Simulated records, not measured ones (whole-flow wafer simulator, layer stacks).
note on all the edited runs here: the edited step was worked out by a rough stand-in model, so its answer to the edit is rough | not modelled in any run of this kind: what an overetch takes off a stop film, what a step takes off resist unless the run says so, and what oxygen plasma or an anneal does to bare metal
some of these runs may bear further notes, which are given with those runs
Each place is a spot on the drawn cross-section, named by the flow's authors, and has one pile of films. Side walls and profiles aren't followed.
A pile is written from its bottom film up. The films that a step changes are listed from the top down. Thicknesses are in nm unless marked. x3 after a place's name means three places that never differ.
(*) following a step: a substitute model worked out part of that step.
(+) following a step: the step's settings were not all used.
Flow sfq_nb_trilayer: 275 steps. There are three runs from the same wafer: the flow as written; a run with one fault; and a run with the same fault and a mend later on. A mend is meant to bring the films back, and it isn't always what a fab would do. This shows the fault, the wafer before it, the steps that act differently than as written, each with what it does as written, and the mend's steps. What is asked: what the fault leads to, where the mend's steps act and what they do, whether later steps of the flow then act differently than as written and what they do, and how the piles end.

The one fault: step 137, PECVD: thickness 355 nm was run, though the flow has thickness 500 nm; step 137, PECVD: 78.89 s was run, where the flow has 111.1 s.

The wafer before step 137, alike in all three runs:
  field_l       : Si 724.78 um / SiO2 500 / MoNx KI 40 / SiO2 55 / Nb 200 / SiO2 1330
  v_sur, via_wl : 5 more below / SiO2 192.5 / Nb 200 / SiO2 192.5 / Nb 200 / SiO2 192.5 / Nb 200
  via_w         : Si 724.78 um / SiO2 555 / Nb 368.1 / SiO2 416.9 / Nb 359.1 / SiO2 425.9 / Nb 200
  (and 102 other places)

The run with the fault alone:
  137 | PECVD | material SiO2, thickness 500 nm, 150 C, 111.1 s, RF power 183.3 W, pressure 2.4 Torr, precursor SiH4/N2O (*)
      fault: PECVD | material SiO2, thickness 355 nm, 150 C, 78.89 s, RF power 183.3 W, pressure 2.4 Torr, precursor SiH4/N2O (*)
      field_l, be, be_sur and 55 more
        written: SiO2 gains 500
        fault: SiO2 gains 355
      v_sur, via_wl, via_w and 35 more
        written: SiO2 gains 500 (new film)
        fault: SiO2 gains 355 (new film)
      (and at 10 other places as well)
  Later steps of the flow acting differently than as written (24 more steps, not shown, differ only slightly: by at most 2% or 0.5 nm, whichever is larger):
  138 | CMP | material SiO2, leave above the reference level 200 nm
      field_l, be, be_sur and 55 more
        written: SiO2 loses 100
        fault: nothing
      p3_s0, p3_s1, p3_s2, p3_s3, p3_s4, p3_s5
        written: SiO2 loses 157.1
        fault: nothing
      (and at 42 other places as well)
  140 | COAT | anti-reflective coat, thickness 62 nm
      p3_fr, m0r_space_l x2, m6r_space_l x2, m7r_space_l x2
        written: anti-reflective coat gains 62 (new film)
        fault: anti-reflective coat gains 68.4 (new film)
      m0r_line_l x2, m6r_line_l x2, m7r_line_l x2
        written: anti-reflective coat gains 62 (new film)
        fault: anti-reflective coat gains 63.3 (new film)
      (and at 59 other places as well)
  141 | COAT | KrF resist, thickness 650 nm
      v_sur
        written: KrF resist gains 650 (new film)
        fault: KrF resist gains 634.5 (new film)
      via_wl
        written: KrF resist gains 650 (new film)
        fault: KrF resist gains 632.1 (new film)
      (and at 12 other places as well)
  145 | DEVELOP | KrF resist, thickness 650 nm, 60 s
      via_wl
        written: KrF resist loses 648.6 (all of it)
        fault: KrF resist loses 630.7 (all of it)
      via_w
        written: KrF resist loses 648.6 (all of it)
        fault: KrF resist loses 633.3 (all of it)
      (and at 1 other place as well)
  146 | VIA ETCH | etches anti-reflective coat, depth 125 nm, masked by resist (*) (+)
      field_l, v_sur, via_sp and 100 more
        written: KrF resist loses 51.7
        fault: KrF resist loses 48.9
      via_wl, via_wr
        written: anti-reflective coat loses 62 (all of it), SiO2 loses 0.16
        fault: anti-reflective coat loses 58.7 (all of it), SiO2 loses 0.15
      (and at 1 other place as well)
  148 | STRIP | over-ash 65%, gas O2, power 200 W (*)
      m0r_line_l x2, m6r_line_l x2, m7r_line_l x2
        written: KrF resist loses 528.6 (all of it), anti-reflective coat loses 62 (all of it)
        fault: KrF resist loses 539.7 (all of it), anti-reflective coat loses 63.3 (all of it)
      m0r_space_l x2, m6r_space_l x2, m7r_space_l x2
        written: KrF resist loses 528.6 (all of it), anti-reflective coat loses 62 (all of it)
        fault: KrF resist loses 536.3 (all of it), anti-reflective coat loses 68.4 (all of it)
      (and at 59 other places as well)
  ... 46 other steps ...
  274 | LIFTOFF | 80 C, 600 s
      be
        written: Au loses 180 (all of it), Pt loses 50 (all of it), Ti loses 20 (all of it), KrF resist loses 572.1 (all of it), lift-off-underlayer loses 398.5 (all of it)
        fault: Au loses 180 (all of it), Pt loses 50 (all of it), Ti loses 20 (all of it), KrF resist loses 600.2 (all of it), lift-off-underlayer loses 623.8 (all of it)
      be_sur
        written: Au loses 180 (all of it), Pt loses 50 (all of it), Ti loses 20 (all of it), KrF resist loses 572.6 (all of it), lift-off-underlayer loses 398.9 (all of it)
        fault: Au loses 180 (all of it), Pt loses 50 (all of it), Ti loses 20 (all of it), KrF resist loses 582.5 (all of it), lift-off-underlayer loses 377 (all of it)
  By the end, the piles at via_v, be, be_sur and 38 more depart from the flow's by more than 2% or 0.5 nm, whichever is larger.
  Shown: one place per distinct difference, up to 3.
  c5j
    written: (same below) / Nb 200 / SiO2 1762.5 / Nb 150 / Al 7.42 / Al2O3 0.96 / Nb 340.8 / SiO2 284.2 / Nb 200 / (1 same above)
    fault: (same below) / Nb 200 / SiO2 1717.5 / Nb 150 / Al 7.42 / Al2O3 0.96 / Nb 170 / SiO2 23.4 / Nb 183.3 / SiO2 293.3 / Nb 200 / (1 same above)
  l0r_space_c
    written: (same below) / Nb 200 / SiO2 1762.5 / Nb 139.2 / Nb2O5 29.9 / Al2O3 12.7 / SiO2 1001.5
    fault: (same below) / Nb 200 / SiO2 1717.5 / Nb 139.2 / Nb2O5 29.9 / Al2O3 12.7 / SiO2 1046.5
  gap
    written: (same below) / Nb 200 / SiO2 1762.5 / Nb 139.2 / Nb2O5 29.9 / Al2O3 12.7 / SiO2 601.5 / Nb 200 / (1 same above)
    fault: (same below) / Nb 200 / SiO2 1717.5 / Nb 139.2 / Nb2O5 29.9 / Al2O3 12.7 / SiO2 646.5 / Nb 200 / (1 same above)

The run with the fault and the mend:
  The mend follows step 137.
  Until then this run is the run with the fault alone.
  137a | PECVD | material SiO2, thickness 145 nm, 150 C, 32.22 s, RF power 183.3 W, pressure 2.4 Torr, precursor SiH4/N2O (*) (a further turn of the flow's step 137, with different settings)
      field_l, v_sur, via_wl and 99 more
        SiO2 gains 145
      lsp_r, l0_sur, l0v
        SiO2 gains 142.8
      via_v
        SiO2 gains 137.7
  Later steps of the flow acting differently than as written:
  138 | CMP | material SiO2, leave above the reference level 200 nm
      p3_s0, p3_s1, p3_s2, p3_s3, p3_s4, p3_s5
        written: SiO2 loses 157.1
        mend: SiO2 loses 100
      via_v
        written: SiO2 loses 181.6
        mend: SiO2 loses 113.7
  The piles end the same as the flow's at every place that both follow.
